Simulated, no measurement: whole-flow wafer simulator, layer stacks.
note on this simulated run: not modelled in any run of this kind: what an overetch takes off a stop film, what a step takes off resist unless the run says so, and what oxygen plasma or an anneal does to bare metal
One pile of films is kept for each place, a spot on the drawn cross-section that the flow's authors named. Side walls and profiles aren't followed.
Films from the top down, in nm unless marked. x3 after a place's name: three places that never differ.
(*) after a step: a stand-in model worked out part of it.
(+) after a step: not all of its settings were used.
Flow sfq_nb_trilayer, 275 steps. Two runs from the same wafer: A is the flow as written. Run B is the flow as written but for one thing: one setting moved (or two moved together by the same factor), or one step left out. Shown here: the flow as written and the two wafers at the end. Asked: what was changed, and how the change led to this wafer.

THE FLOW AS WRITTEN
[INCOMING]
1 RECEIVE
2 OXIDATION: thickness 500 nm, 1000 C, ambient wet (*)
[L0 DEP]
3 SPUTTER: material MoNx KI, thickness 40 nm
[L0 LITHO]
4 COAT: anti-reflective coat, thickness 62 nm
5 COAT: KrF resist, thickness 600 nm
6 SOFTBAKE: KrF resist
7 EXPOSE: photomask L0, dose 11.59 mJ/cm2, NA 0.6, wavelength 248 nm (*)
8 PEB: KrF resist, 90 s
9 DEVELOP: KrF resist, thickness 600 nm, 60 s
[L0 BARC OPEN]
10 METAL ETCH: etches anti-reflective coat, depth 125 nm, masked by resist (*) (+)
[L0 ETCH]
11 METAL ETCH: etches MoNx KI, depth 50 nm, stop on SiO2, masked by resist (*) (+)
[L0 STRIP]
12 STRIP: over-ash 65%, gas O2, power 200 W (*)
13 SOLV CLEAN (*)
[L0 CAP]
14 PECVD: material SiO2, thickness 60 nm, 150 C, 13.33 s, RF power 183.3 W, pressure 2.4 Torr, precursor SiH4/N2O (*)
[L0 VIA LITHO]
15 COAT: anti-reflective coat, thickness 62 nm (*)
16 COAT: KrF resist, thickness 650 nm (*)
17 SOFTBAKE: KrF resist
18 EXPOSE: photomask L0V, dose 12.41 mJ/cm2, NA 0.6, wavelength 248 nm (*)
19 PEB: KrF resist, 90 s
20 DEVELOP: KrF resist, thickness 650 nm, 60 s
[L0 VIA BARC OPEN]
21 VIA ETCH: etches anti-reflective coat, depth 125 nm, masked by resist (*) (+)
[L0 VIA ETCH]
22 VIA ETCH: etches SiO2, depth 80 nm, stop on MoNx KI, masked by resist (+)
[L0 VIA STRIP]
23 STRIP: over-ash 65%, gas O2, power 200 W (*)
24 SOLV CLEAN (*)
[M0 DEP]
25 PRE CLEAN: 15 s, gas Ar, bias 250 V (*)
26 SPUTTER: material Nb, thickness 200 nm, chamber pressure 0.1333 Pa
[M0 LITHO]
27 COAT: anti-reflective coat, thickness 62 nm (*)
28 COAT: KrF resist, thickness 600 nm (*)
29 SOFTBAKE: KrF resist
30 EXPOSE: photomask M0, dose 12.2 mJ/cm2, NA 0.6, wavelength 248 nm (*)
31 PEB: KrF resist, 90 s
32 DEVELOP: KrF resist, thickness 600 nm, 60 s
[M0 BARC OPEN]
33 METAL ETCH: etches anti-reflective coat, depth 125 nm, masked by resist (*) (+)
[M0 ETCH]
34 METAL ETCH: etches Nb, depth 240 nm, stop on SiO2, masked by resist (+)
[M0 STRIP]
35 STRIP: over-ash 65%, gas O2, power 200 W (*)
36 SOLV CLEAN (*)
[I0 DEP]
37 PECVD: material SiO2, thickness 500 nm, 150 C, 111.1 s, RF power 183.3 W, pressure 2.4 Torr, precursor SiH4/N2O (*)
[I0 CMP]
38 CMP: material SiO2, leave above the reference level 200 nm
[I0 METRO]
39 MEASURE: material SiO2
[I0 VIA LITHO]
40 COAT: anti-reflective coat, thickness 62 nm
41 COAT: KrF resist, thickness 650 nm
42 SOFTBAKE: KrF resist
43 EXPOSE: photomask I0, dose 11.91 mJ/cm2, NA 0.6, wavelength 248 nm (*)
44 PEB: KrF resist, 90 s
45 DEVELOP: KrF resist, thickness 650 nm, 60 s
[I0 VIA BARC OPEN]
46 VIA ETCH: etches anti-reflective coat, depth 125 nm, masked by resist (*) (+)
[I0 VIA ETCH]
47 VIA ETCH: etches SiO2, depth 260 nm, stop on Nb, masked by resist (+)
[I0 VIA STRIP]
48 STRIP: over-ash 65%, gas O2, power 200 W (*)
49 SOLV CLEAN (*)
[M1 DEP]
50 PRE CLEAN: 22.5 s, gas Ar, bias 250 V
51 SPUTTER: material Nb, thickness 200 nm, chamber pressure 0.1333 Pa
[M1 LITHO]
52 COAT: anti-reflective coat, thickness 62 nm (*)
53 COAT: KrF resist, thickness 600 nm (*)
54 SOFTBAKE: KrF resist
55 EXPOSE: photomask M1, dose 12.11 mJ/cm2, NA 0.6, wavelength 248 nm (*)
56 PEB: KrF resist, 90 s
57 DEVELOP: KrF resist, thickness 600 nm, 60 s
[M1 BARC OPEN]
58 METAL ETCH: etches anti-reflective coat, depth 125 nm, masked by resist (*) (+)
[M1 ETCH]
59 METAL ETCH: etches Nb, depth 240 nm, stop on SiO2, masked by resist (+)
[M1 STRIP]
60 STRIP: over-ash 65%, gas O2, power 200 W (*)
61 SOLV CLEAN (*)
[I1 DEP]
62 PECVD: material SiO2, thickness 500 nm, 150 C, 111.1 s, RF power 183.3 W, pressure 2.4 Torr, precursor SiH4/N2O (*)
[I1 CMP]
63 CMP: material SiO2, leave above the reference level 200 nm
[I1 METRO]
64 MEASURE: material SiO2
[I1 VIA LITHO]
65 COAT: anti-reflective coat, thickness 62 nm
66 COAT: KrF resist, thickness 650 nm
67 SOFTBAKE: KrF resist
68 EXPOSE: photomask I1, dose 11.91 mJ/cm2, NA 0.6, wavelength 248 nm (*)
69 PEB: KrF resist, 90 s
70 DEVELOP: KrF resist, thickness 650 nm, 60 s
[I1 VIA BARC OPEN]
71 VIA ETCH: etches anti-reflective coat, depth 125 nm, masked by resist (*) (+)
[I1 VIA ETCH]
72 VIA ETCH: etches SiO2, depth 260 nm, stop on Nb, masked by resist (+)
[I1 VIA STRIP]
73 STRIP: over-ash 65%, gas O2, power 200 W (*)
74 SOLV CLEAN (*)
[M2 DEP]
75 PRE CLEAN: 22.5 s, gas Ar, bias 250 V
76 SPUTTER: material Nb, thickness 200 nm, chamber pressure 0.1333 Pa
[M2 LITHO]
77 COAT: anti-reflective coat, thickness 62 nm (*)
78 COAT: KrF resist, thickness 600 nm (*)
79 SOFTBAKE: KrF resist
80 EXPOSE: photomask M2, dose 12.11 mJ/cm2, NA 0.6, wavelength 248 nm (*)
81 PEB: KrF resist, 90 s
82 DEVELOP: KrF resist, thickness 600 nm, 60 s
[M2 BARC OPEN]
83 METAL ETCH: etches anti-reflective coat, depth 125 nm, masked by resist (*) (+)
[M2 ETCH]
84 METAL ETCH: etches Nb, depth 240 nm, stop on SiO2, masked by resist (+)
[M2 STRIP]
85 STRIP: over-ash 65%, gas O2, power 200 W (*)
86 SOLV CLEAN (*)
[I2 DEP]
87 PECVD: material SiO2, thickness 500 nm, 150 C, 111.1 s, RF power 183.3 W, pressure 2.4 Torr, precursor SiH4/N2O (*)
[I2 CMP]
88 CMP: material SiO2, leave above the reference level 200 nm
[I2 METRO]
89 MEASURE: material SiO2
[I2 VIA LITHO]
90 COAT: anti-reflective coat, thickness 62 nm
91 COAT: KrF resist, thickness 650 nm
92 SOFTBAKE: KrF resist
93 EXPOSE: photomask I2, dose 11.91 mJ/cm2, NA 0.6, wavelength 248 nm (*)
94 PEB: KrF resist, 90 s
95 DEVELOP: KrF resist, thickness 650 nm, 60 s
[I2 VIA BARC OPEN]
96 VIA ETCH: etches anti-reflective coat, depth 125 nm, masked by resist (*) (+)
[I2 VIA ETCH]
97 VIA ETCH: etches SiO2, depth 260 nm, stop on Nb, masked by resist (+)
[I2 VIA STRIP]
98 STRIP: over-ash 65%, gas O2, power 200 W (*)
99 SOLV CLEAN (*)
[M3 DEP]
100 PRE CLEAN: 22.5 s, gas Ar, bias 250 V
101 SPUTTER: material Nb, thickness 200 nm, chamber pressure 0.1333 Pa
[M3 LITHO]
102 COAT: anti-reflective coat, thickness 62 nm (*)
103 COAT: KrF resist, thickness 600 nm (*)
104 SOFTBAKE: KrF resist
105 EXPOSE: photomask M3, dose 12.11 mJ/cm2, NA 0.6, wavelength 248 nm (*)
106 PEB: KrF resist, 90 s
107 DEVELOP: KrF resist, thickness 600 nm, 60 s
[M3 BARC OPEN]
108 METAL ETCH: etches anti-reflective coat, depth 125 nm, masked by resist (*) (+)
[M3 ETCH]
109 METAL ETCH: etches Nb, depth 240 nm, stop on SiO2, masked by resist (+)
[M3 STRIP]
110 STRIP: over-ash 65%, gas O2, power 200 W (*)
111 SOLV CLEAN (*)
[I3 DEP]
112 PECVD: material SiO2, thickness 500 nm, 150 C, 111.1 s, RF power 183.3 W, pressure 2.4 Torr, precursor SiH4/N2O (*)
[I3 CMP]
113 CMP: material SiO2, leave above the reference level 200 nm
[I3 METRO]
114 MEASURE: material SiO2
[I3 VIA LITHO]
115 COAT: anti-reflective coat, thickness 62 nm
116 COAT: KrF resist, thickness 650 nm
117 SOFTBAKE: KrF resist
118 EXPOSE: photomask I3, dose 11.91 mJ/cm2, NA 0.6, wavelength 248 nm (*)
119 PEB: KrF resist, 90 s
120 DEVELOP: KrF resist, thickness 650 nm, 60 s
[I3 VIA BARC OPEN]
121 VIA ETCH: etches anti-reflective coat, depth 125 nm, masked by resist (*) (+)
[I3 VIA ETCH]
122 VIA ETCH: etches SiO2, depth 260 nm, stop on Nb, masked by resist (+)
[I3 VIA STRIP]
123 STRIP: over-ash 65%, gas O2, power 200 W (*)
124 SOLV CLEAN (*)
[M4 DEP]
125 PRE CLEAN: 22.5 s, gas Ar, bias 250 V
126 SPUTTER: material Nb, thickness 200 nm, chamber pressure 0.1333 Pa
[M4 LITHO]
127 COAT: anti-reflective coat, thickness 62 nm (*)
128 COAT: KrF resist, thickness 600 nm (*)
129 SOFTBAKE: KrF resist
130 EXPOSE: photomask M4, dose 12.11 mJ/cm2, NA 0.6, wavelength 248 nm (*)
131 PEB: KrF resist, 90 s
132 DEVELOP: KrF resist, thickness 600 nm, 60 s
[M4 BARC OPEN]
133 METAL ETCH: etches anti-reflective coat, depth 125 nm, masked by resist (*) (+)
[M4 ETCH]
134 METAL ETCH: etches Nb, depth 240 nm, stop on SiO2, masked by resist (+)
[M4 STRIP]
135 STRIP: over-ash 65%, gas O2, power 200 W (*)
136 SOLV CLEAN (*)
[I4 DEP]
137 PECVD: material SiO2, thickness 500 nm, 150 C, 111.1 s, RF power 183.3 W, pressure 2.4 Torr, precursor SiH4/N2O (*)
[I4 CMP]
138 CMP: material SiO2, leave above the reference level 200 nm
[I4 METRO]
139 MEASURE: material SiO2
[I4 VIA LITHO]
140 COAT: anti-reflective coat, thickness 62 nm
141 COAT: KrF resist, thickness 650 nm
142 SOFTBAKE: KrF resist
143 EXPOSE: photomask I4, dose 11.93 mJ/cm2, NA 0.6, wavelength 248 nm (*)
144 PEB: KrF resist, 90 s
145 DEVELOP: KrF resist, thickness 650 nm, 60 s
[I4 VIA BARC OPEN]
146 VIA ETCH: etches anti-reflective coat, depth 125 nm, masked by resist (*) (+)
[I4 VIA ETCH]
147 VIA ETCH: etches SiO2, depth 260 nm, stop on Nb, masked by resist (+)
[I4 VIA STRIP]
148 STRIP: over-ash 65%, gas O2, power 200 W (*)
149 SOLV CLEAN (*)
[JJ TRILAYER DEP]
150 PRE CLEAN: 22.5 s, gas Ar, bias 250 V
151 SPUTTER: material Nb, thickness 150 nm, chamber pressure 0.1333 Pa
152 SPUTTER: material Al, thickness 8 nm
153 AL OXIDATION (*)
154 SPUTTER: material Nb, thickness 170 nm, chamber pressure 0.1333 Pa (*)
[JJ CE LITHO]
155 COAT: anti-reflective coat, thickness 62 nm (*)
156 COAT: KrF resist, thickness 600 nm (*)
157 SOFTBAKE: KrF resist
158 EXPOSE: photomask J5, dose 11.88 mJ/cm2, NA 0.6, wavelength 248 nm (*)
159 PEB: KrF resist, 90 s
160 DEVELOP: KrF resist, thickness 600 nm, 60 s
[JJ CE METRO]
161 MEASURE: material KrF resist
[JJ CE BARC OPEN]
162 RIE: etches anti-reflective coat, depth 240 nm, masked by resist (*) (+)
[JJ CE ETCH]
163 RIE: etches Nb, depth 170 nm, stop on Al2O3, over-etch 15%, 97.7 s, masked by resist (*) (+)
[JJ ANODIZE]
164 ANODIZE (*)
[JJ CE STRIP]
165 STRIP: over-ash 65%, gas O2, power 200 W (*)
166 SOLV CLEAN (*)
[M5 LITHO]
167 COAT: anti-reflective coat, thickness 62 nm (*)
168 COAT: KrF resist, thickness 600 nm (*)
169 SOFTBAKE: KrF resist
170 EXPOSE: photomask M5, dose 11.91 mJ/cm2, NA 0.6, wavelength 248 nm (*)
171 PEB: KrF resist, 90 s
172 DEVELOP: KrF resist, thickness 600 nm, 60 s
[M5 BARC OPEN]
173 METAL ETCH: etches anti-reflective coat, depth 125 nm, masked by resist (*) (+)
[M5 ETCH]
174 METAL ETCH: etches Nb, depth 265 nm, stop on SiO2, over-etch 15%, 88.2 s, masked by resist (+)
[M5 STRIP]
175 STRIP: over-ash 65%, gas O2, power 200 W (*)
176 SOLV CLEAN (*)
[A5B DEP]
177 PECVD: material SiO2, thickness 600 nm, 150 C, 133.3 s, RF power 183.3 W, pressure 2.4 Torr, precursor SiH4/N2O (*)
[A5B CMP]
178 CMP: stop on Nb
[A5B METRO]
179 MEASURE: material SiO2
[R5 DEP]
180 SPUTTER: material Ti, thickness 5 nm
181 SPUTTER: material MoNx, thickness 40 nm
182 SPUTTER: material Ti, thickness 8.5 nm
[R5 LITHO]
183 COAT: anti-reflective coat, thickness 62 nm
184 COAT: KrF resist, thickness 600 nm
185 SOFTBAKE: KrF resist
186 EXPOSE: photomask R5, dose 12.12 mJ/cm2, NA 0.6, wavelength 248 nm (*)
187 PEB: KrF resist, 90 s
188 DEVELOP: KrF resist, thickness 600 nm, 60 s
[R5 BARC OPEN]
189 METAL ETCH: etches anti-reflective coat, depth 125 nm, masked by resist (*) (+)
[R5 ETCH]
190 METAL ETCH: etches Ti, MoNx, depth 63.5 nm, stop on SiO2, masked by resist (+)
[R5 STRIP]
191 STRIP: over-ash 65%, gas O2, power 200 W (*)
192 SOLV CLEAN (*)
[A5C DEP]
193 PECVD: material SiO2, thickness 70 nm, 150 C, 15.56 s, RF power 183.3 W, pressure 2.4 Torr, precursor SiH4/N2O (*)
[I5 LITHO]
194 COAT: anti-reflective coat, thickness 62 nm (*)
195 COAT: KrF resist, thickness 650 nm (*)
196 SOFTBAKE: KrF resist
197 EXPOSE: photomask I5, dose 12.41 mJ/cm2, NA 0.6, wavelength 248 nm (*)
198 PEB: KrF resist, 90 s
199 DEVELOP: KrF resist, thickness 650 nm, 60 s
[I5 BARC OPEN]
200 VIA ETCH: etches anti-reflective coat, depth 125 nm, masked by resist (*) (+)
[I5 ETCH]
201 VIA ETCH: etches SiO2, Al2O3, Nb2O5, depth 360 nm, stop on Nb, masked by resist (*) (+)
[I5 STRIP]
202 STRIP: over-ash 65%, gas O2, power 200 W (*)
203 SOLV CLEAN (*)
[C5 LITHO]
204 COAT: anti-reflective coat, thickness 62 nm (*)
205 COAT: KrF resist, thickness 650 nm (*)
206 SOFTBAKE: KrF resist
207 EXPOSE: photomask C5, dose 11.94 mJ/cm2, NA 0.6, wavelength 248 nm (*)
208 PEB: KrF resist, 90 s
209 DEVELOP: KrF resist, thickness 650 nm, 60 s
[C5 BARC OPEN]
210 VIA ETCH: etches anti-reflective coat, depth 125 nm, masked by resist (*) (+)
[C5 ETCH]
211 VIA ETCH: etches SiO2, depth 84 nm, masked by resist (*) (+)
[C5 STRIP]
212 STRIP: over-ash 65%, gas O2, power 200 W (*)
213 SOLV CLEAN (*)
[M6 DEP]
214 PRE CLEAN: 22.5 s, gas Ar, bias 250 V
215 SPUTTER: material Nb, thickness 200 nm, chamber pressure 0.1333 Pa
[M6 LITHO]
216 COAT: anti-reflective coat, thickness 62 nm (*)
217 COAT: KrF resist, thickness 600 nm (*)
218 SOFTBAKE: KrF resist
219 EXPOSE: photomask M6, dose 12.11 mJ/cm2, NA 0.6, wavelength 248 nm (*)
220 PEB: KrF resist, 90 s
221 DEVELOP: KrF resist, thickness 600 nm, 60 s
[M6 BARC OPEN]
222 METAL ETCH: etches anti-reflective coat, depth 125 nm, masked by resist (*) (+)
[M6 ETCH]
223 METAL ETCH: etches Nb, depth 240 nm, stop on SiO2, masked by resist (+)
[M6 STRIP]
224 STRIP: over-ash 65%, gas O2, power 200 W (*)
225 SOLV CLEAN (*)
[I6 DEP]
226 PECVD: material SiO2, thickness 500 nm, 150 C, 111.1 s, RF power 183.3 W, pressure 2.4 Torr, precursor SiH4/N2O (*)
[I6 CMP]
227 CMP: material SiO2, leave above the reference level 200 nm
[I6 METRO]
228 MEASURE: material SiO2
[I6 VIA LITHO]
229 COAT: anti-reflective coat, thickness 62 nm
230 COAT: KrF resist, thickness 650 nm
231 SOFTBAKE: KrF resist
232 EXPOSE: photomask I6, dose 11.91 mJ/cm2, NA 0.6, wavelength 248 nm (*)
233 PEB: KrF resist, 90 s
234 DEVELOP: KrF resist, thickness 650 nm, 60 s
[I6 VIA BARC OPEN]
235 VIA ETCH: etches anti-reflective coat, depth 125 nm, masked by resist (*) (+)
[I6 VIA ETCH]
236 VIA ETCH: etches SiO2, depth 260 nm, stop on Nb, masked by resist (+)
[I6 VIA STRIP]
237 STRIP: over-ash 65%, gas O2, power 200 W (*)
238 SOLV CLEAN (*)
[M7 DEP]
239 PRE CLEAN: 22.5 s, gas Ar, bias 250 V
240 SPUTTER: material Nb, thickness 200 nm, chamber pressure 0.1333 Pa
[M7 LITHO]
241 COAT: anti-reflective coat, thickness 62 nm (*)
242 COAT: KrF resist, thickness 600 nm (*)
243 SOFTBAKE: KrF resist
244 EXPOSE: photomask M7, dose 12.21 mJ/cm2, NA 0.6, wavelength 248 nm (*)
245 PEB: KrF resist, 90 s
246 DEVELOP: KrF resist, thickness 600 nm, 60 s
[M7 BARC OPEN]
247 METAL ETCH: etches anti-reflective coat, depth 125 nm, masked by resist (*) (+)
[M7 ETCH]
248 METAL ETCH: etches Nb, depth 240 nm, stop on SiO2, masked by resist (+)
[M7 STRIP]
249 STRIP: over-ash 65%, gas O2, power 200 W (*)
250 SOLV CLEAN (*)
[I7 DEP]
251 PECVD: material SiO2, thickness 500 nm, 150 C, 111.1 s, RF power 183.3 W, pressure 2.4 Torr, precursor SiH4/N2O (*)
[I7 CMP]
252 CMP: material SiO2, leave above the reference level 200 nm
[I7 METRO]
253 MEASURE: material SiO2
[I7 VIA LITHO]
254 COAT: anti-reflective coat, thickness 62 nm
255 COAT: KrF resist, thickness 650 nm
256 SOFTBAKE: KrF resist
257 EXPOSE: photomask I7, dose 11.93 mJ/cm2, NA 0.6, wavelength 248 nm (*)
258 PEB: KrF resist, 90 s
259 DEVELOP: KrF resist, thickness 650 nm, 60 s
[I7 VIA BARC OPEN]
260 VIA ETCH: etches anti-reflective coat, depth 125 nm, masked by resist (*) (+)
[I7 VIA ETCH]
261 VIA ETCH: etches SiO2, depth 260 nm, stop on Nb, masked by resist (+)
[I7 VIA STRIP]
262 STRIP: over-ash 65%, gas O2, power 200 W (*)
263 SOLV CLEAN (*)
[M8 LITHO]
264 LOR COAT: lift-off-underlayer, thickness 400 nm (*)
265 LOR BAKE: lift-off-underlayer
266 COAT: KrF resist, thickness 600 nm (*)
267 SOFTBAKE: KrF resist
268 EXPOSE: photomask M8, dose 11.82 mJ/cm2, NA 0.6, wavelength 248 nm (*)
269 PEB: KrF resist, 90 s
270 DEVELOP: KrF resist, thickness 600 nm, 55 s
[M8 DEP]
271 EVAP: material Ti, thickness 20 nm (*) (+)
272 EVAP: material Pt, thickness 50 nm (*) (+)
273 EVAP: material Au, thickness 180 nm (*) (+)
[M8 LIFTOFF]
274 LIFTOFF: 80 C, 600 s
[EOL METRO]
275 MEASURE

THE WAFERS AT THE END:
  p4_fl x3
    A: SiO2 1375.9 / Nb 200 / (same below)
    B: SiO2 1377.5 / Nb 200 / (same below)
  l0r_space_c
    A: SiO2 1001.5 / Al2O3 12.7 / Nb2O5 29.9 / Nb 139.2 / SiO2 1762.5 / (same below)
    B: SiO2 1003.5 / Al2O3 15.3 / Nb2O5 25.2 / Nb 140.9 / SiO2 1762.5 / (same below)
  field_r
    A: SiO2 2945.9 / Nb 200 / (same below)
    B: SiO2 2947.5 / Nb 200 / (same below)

The cause: step 152, SPUTTER: thickness 9.6 nm was run, where the flow has thickness 8 nm.

How the change led to this, step by step:
  152 SPUTTER: material Al, thickness 8 nm
      field_l, v_sur, via_sp and 100 more: A Al +8 (new film) | B Al +9.6 (new film)
      via_wl, via_wr: A Al +5.14 (new film) | B Al +6.17 (new film)
      (and at 1 more place)
  164 ANODIZE (*)
      field_l, v_sur, via_sp and 96 more: A Al2O3 +12.2, Nb2O5 +29.9 (new film), Al -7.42 (all of it), Nb -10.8 | B Al2O3 +14.9, Nb2O5 +25.2 (new film), Al -9.02 (all of it), Nb -9.08
      via_wl, via_wr: A Al2O3 +7.52 (new film), Nb2O5 +39.2 (new film), Al -4.56 (all of it), Nb -14.1 | B Al2O3 +9.22 (new film), Nb2O5 +36.2 (new film), Al -5.59 (all of it), Nb -13
      (and at 1 more place)
  167 COAT: anti-reflective coat, thickness 62 nm (*)
      ce_r: A anti-reflective coat +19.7 (new film) | B anti-reflective coat +18.3 (new film)
  174 METAL ETCH: etches Nb, depth 265 nm, stop on SiO2, over-etch 15%, 88.2 s, masked by resist (+)
      field_l, r_sur, res and 50 more: A Al2O3 -12.6 (all of it), Nb2O5 -29.9 (all of it), Nb -139.2 (all of it), SiO2 -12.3 | B Al2O3 -15.3 (all of it), Nb2O5 -25.2 (all of it), Nb -140.9 (all of it), SiO2 -12.3
  175 STRIP: over-ash 65%, gas O2, power 200 W (*)
      ce_r: A KrF resist -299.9 (all of it), anti-reflective coat -19.7 (all of it) | B KrF resist -299.7 (all of it), anti-reflective coat -18.3 (all of it)
  201 VIA ETCH: etches SiO2, Al2O3, Nb2O5, depth 360 nm, stop on Nb, masked by resist (*) (+)
      be: A SiO2 -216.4 (all of it), Al2O3 -12.7 (all of it), Nb2O5 -29.9 (all of it) | B SiO2 -218.3 (all of it), Al2O3 -15.3 (all of it), Nb2O5 -25.2 (all of it)
